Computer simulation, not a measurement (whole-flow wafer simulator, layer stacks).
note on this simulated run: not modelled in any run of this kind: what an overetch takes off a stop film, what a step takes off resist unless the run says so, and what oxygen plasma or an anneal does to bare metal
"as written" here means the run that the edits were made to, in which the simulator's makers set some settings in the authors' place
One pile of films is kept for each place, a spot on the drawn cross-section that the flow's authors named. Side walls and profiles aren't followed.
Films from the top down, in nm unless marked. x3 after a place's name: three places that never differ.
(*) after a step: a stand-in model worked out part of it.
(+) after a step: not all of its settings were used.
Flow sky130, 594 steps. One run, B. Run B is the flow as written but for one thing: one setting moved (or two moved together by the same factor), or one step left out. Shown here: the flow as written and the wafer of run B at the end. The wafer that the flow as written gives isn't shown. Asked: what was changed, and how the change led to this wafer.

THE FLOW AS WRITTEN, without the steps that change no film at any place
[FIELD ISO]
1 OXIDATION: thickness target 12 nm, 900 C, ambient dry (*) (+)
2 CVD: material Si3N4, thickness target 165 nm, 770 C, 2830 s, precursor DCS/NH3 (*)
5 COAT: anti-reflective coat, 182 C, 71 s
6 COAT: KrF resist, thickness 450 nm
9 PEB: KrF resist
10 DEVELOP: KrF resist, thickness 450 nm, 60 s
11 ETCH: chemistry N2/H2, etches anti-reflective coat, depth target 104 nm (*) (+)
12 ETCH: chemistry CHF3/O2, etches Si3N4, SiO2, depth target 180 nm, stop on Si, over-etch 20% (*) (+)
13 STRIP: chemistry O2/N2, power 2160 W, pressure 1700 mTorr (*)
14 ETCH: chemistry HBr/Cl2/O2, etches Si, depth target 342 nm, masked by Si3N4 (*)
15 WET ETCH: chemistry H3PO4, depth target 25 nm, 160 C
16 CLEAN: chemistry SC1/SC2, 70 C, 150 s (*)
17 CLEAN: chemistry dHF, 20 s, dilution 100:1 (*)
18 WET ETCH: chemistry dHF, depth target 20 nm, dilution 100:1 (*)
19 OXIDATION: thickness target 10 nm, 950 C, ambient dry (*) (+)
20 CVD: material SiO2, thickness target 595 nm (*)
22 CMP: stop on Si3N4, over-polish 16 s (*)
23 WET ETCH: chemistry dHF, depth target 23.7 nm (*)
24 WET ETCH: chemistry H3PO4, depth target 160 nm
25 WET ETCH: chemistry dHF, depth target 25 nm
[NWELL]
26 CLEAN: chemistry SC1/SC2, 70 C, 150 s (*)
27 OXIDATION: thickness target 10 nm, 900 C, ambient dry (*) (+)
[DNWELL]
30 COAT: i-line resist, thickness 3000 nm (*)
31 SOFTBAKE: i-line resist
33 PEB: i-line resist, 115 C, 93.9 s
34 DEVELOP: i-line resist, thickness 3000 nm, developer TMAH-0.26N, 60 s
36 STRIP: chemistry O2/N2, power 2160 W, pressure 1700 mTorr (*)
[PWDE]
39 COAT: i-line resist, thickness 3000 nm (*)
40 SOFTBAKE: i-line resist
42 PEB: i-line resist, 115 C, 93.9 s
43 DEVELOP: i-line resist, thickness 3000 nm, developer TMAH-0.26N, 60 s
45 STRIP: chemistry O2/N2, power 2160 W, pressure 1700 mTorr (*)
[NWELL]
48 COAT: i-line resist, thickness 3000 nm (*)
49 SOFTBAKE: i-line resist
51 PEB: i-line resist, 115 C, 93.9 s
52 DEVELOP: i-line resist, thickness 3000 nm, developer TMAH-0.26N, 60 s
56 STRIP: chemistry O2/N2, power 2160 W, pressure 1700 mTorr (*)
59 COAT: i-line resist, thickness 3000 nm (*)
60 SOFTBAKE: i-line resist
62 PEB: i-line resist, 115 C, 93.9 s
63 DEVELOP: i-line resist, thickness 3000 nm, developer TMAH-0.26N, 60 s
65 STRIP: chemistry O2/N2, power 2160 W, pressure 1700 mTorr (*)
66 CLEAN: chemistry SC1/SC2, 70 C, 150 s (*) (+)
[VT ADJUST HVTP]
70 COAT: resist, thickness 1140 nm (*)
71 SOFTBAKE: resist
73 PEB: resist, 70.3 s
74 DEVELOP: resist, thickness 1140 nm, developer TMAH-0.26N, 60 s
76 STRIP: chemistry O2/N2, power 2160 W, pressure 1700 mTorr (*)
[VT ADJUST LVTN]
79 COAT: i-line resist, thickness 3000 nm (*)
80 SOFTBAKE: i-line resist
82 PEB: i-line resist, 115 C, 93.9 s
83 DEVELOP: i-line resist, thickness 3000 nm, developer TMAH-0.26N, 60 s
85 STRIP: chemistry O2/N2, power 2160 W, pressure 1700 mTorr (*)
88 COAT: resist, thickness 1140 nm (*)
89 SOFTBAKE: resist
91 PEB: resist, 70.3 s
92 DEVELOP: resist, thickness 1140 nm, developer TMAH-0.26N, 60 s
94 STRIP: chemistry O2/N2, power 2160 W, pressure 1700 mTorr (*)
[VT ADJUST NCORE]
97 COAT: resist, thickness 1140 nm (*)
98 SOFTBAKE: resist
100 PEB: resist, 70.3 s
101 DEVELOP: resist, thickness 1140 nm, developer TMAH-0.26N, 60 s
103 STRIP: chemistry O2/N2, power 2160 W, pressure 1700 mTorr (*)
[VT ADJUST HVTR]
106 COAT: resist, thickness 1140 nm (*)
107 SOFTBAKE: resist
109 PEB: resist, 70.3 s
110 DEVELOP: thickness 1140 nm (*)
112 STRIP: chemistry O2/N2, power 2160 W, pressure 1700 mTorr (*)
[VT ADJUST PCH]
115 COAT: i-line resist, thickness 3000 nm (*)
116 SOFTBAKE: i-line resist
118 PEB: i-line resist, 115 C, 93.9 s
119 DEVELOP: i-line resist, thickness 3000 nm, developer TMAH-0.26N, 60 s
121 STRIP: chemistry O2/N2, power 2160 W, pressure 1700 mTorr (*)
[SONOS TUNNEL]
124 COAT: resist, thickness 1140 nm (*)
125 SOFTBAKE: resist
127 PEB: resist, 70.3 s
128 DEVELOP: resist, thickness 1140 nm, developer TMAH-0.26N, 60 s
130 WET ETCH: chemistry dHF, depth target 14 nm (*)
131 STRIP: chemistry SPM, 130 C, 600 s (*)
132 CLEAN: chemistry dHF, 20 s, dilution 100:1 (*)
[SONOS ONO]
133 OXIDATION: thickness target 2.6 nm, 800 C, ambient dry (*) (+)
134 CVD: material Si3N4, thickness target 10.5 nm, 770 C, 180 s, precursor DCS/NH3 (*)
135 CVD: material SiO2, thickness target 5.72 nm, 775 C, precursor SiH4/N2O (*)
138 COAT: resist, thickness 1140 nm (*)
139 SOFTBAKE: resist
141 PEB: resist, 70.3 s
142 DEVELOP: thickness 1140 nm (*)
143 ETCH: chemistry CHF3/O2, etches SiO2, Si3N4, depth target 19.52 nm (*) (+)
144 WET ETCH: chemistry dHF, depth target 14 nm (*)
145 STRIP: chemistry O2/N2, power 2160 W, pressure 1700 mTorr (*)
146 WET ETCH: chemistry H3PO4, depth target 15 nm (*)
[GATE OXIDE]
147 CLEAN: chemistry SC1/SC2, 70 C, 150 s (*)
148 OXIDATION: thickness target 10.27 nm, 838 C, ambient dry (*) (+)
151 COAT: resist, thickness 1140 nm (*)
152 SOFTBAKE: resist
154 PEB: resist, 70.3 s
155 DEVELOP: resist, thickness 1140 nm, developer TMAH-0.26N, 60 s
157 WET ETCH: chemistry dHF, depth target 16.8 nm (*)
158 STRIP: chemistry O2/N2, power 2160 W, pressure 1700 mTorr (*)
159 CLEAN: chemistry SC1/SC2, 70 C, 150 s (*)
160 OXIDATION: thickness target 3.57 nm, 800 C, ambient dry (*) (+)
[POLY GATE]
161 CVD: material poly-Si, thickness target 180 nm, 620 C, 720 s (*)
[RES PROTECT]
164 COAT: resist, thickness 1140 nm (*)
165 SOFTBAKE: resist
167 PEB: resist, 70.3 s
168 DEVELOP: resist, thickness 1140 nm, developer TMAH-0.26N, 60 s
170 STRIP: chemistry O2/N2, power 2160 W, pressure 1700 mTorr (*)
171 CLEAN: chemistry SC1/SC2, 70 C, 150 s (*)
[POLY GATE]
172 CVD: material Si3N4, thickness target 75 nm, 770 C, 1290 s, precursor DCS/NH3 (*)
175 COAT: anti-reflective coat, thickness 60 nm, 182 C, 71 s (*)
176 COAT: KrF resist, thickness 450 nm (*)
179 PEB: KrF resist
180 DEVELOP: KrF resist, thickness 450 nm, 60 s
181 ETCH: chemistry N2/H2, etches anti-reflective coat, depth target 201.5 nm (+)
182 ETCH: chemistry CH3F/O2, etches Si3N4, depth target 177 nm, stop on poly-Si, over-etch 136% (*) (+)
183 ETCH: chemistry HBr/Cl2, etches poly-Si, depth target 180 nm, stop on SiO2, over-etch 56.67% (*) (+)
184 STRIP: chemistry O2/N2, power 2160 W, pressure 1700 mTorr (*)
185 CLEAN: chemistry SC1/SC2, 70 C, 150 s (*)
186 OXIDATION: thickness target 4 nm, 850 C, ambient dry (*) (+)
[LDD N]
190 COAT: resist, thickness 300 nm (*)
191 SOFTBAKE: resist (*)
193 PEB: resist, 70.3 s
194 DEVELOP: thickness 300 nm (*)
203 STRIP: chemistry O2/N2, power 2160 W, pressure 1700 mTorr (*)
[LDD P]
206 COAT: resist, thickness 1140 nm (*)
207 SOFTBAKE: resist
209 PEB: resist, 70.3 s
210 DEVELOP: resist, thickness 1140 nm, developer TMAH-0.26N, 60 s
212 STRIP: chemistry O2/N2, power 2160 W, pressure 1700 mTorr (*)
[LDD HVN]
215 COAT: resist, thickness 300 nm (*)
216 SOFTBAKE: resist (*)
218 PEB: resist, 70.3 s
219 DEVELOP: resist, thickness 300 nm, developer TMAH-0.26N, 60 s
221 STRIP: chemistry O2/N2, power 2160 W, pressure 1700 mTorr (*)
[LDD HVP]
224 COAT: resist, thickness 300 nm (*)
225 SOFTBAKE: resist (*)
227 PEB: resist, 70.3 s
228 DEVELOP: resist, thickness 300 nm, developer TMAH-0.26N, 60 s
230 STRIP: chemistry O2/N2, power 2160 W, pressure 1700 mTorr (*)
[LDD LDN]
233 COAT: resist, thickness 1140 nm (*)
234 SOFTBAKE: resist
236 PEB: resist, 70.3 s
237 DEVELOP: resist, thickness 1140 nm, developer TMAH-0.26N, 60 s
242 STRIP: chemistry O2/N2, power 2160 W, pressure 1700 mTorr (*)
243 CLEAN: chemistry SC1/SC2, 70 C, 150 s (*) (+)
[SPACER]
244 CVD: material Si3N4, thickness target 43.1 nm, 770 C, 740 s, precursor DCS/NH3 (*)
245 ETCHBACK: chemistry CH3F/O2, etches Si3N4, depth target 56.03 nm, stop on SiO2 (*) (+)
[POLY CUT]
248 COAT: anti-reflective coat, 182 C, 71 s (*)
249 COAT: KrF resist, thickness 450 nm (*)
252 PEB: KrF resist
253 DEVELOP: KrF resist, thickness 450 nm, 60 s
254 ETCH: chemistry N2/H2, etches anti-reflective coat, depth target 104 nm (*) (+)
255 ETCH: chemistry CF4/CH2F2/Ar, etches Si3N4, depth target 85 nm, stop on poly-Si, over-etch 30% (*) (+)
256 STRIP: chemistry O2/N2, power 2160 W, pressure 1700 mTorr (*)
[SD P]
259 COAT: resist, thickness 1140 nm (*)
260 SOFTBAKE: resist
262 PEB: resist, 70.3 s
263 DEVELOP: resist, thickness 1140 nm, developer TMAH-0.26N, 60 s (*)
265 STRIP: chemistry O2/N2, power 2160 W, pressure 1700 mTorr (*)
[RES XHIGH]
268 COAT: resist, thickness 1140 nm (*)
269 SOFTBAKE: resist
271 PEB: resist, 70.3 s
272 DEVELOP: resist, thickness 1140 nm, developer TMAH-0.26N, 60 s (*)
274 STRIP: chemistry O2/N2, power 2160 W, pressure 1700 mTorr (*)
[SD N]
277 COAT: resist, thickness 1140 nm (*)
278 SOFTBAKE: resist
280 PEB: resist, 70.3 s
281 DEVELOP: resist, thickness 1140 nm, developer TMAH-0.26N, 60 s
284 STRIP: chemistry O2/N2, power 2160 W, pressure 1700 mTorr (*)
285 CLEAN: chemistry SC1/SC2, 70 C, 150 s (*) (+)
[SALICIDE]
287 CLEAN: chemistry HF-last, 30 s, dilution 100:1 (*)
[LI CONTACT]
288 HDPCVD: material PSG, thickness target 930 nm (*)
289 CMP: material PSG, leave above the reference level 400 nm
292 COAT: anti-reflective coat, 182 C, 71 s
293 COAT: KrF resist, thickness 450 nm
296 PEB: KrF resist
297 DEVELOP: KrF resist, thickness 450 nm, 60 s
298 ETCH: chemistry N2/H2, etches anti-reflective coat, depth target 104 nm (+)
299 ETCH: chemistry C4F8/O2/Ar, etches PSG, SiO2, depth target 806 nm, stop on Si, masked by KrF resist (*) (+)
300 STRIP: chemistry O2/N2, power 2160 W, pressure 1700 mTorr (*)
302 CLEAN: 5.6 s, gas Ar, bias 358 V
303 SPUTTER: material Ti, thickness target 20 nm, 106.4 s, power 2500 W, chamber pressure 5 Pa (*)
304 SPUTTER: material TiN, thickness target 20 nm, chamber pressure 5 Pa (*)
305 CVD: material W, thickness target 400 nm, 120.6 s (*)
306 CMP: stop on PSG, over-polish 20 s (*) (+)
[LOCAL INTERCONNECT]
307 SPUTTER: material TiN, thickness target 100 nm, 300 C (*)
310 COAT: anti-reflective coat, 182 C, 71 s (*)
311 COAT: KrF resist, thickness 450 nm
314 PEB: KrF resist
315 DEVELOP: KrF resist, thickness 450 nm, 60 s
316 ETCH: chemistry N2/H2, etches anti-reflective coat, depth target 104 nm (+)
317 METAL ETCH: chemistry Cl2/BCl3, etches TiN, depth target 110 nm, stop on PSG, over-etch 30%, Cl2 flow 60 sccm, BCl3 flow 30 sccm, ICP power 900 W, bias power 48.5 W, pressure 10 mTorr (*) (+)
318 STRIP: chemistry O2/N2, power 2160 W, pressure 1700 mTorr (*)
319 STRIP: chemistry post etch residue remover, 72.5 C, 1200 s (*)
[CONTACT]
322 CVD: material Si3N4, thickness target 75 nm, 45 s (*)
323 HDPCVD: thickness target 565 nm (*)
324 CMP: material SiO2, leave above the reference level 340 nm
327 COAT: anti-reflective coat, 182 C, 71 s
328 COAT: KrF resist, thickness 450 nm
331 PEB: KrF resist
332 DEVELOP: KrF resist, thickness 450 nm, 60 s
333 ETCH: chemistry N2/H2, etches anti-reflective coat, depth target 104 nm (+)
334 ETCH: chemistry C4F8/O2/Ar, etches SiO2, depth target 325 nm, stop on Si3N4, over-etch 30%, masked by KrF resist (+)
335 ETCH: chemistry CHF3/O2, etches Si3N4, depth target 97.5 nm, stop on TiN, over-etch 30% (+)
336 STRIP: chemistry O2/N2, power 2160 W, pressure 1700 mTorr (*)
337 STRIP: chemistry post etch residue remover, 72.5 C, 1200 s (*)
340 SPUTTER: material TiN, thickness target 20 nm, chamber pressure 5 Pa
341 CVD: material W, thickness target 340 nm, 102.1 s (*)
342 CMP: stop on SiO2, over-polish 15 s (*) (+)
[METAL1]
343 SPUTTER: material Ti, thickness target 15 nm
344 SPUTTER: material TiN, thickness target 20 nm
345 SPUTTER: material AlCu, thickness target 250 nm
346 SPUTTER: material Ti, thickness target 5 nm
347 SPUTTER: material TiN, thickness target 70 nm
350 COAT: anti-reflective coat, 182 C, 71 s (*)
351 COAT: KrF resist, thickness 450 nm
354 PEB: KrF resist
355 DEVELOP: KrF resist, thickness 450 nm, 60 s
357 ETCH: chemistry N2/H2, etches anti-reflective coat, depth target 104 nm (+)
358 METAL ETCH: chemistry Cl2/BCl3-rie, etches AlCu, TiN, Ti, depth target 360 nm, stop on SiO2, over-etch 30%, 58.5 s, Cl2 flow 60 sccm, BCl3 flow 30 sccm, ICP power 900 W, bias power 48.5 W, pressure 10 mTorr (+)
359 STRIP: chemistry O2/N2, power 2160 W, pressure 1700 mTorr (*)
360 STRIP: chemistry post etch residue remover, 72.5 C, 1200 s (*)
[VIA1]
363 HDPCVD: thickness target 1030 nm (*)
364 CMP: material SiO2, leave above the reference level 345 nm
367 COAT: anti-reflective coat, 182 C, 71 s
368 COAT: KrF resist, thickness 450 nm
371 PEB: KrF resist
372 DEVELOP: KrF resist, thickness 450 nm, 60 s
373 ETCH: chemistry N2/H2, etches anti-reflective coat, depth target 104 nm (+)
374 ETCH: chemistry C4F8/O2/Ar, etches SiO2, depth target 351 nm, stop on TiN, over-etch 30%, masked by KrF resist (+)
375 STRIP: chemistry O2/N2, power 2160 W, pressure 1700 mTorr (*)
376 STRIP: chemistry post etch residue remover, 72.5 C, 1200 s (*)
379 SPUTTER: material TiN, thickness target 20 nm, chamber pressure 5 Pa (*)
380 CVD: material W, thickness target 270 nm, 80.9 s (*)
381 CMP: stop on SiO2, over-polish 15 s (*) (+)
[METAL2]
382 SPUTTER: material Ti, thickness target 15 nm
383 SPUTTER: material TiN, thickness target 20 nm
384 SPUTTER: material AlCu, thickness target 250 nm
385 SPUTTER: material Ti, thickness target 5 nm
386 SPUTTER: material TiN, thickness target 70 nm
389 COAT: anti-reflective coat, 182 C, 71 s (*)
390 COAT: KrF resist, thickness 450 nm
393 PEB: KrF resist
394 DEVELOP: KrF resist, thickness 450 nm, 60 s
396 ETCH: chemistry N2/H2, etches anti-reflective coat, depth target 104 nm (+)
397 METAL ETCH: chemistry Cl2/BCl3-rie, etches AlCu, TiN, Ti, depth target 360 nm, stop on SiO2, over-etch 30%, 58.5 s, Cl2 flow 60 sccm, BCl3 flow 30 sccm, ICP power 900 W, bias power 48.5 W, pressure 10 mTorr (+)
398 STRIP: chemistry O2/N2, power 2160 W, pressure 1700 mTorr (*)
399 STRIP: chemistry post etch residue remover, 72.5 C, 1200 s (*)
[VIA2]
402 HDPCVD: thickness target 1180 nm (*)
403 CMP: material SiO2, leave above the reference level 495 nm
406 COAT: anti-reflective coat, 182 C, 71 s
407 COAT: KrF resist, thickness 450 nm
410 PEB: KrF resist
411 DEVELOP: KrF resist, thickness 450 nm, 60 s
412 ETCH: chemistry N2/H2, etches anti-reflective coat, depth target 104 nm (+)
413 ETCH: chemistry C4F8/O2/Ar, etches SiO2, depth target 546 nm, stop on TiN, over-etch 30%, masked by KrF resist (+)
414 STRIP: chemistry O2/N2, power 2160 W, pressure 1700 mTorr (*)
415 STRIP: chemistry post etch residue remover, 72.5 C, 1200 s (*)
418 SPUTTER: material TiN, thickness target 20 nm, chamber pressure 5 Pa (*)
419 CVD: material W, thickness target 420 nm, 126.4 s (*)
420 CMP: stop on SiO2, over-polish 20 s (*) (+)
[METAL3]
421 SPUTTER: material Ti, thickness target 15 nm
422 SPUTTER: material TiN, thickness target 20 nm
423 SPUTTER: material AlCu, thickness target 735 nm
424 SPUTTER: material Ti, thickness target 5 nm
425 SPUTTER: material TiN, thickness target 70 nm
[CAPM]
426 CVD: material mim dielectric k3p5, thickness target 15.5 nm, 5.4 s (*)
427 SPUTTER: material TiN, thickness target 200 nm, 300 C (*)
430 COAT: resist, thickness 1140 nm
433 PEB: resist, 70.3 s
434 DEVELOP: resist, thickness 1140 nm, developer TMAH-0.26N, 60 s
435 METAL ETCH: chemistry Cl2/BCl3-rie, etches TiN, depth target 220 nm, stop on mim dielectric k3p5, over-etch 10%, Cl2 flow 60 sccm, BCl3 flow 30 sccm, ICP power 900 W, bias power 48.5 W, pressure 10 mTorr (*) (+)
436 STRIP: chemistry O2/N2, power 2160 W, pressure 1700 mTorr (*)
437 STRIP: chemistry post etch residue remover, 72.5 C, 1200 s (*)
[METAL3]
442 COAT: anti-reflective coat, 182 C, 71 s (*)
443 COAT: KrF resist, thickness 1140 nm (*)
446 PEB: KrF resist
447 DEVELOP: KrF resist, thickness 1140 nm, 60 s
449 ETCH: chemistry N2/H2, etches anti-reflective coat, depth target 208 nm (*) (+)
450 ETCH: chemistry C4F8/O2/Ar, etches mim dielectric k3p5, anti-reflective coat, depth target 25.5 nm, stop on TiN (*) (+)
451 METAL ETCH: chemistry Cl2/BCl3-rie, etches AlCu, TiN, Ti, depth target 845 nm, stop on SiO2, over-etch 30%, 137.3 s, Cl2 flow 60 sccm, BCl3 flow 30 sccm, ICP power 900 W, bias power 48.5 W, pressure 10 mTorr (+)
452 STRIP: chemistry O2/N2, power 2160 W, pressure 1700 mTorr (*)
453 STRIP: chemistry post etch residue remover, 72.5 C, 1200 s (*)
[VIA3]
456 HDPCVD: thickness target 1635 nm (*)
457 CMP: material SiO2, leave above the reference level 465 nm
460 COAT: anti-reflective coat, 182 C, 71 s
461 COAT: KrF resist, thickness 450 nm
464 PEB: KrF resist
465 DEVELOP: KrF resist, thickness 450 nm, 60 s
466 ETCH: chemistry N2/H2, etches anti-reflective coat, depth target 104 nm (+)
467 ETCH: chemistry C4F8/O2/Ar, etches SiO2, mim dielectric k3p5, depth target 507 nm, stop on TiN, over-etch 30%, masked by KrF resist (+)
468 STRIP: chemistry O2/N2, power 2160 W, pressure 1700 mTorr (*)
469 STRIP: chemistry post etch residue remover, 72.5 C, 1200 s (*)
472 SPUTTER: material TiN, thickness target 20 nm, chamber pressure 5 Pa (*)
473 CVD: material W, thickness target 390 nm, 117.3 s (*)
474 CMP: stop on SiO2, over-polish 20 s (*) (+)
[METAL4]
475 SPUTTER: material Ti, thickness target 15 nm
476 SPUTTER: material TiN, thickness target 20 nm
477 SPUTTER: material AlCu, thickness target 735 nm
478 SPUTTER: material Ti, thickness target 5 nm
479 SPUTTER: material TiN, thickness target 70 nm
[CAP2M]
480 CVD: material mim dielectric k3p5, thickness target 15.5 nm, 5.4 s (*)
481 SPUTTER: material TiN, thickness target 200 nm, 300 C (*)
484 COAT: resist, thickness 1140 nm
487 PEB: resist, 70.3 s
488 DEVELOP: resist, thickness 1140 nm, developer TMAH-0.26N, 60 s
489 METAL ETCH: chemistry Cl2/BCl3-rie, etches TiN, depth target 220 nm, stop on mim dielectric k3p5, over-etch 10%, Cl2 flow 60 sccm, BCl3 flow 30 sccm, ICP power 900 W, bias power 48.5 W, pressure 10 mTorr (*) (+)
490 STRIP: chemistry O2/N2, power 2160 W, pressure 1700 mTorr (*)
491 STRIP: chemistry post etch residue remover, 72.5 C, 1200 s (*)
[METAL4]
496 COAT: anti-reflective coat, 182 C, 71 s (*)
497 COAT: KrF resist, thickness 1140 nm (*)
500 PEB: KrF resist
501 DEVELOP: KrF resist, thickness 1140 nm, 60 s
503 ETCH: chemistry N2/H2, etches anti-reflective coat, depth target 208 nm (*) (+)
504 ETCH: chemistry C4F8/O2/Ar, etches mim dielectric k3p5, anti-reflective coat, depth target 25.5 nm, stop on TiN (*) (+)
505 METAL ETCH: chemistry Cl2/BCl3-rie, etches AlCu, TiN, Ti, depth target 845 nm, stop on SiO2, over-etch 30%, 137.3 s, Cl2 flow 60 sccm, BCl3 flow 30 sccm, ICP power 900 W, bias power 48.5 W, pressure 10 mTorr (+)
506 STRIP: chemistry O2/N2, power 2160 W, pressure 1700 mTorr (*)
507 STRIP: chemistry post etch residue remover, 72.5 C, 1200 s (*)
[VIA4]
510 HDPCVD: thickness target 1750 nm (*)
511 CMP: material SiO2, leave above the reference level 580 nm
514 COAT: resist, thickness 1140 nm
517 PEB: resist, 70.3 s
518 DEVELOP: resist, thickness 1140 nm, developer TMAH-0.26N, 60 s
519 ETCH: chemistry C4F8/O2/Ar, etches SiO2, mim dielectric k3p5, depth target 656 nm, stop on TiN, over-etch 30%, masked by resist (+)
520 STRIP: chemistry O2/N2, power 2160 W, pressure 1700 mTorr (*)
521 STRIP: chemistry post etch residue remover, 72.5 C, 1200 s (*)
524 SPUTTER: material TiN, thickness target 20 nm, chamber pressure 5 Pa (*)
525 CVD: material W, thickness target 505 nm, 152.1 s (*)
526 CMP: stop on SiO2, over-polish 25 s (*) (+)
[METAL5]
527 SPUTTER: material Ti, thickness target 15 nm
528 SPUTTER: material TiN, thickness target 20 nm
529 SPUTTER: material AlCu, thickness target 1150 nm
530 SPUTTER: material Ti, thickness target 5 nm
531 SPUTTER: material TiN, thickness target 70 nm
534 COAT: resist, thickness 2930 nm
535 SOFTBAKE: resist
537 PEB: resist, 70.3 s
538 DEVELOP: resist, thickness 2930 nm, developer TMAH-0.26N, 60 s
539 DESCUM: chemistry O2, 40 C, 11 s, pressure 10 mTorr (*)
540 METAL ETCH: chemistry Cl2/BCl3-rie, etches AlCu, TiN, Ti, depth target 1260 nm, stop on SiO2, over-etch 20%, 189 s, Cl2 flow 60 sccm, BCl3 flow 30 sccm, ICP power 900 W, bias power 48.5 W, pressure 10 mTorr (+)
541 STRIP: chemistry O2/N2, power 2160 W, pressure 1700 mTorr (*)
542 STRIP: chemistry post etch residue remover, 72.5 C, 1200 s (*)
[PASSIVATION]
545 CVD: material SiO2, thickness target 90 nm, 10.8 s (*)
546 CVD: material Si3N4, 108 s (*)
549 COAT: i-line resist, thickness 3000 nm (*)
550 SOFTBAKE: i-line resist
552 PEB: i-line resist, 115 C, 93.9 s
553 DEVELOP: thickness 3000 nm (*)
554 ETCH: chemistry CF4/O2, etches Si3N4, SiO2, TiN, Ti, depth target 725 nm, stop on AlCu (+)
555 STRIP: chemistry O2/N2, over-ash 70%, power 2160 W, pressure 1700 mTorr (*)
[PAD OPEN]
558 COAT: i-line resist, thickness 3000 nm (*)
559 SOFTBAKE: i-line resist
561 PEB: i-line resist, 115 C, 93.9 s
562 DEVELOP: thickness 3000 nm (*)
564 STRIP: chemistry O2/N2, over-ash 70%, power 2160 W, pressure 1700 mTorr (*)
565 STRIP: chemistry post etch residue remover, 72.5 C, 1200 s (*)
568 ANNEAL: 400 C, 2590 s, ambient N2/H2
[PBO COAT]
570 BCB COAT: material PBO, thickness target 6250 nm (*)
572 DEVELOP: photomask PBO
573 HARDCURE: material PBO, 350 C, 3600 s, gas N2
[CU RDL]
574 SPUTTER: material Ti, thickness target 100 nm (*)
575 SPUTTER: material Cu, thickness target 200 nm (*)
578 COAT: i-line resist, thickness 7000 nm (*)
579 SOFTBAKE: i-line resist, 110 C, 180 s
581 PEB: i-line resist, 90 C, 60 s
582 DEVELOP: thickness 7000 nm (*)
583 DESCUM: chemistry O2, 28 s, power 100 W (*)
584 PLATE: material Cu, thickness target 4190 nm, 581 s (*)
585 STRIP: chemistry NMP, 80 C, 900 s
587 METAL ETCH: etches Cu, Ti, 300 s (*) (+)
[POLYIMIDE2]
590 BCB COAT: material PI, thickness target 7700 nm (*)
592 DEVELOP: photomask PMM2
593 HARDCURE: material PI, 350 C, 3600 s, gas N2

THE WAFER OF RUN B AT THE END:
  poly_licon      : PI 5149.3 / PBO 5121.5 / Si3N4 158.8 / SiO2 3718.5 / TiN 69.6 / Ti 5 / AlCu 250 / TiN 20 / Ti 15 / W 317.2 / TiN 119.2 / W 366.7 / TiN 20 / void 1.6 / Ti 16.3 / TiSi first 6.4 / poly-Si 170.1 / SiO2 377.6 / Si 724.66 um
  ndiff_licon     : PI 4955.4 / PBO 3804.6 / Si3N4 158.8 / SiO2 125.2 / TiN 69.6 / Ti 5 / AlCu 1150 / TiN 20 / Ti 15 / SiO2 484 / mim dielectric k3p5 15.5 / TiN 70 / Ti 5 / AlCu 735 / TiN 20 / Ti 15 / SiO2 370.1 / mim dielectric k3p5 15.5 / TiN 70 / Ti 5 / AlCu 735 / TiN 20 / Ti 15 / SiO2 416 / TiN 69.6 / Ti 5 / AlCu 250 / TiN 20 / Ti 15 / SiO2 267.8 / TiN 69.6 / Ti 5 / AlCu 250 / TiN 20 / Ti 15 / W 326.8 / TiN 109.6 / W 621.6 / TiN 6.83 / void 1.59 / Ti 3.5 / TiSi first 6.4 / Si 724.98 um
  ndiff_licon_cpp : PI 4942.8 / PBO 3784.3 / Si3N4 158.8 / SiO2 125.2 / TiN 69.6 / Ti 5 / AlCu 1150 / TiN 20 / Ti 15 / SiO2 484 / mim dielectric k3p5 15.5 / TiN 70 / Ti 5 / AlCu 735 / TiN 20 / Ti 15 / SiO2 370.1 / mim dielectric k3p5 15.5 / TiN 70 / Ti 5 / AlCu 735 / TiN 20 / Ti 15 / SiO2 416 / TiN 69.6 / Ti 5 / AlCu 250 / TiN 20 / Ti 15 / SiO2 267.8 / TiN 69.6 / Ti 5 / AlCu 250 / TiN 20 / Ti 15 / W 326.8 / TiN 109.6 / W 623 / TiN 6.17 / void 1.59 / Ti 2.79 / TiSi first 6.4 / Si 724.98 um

The cause: step 568, ANNEAL: 1813 s was run, where the flow has 2590 s.

How the change led to this, step by step:
  568 ANNEAL: 400 C, 2590 s, ambient N2/H2
      poly_licon, rpo_hd_licon: under 11 films: void +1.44 (new film), Ti -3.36, TiSi first +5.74 (new film), poly-Si -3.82 (as written it would be: under 11 films: void +1.65 (new film), Ti -3.85, TiSi first +6.58 (new film), poly-Si -4.38)
      ndiff_licon, ndiff_licon_cpp: under 37 films: void +1.42 (new film), Ti -3.36, TiSi first +5.74 (new film), Si -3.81 (as written it would be: under 37 films: void +1.63 (new film), Ti -3.85, TiSi first +6.58 (new film), Si -4.36)
